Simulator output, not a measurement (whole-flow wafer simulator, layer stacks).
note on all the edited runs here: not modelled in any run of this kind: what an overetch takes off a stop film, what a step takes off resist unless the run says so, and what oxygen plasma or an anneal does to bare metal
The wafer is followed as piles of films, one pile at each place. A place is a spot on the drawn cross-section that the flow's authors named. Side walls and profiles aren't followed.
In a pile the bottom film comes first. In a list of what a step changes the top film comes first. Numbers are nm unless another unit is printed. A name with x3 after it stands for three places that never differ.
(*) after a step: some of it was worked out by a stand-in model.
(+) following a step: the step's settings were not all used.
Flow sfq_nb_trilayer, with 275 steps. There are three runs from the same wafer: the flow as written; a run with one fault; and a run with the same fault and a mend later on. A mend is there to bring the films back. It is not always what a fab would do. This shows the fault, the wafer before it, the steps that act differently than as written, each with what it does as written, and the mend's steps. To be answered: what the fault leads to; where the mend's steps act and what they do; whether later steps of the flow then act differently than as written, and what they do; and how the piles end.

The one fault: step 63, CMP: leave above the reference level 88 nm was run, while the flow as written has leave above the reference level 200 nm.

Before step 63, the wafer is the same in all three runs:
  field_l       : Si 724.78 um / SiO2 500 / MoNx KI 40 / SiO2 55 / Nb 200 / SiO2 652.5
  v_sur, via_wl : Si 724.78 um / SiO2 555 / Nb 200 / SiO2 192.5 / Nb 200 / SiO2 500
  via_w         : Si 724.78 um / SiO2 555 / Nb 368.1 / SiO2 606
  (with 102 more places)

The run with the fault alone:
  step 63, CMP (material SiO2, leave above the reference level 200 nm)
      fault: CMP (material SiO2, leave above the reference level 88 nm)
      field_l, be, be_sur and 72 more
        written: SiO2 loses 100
        fault: SiO2 loses 212
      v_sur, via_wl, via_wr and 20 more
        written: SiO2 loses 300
        fault: SiO2 loses 412
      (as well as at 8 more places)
  Steps later in the flow that act otherwise than as written (3 more steps, not shown, differ only slightly: by at most 2% or 0.5 nm, whichever is larger):
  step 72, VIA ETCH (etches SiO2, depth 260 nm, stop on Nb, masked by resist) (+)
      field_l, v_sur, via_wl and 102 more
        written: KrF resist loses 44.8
        fault: KrF resist loses 22.7
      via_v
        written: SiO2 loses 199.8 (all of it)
        fault: SiO2 loses 87.8 (all of it)
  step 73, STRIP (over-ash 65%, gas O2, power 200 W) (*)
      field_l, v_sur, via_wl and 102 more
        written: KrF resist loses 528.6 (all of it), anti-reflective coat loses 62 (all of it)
        fault: KrF resist loses 550.7 (all of it), anti-reflective coat loses 62 (all of it)
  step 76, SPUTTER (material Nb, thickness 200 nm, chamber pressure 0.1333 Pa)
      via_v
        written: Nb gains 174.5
        fault: Nb gains 196.5
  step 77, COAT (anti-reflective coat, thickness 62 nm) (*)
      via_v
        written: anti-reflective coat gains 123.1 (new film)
        fault: anti-reflective coat gains 97 (new film)
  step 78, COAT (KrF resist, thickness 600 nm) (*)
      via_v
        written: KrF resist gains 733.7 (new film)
        fault: KrF resist gains 643.2 (new film)
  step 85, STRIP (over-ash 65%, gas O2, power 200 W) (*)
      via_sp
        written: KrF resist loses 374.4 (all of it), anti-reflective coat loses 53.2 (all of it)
        fault: KrF resist loses 382.6 (all of it), anti-reflective coat loses 54.1 (all of it)
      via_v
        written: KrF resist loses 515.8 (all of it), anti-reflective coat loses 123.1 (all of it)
        fault: KrF resist loses 425.5 (all of it), anti-reflective coat loses 97 (all of it)
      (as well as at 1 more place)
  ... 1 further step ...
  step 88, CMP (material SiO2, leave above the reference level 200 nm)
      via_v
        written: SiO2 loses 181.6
        fault: SiO2 loses 209.5
  By the end, the piles at field_l, v_sur, via_wl and 103 more depart from the flow's by more than 2% or 0.5 nm, whichever is larger.
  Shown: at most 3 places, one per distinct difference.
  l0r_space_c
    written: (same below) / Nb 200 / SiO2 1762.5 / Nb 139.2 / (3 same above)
    fault: (same below) / Nb 200 / SiO2 1650.5 / Nb 139.2 / (3 same above)
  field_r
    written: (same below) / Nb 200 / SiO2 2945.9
    fault: (same below) / Nb 200 / SiO2 2833.9
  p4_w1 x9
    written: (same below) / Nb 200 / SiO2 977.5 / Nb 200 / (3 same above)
    fault: (same below) / Nb 200 / SiO2 865.5 / Nb 200 / (3 same above)

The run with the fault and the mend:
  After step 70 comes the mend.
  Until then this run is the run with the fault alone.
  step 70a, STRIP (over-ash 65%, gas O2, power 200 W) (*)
      field_l, v_sur, via_wl and 102 more
        KrF resist loses 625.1 (all of it), anti-reflective coat loses 62 (all of it)
      via_v
        anti-reflective coat loses 62 (all of it)
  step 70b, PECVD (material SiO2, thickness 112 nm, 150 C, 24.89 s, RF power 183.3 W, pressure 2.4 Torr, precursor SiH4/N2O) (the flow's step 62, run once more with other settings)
      field_l, v_sur, via_wl and 103 more
        SiO2 gains 112
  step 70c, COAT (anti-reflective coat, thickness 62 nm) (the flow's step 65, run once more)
      field_l, v_sur, via_wl and 103 more
        anti-reflective coat gains 62 (new film)
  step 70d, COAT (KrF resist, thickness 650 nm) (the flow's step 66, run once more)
      field_l, v_sur, via_wl and 103 more
        KrF resist gains 650 (new film)
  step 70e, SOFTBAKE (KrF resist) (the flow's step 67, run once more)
      does not change any film at any place that is followed
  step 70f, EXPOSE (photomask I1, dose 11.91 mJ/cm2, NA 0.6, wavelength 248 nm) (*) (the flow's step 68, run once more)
      does not change any film at any place that is followed
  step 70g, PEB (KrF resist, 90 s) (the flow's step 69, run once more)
      field_l, v_sur, via_wl and 103 more
        KrF resist loses 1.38
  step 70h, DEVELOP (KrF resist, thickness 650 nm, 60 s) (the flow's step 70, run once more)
      field_l, v_sur, via_wl and 102 more
        KrF resist loses 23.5
      via_v
        KrF resist loses 648.6 (all of it)
  Later steps of the flow that are run all act as written at every place that is followed.
  By the end, the piles equal the flow's at every place that both follow.
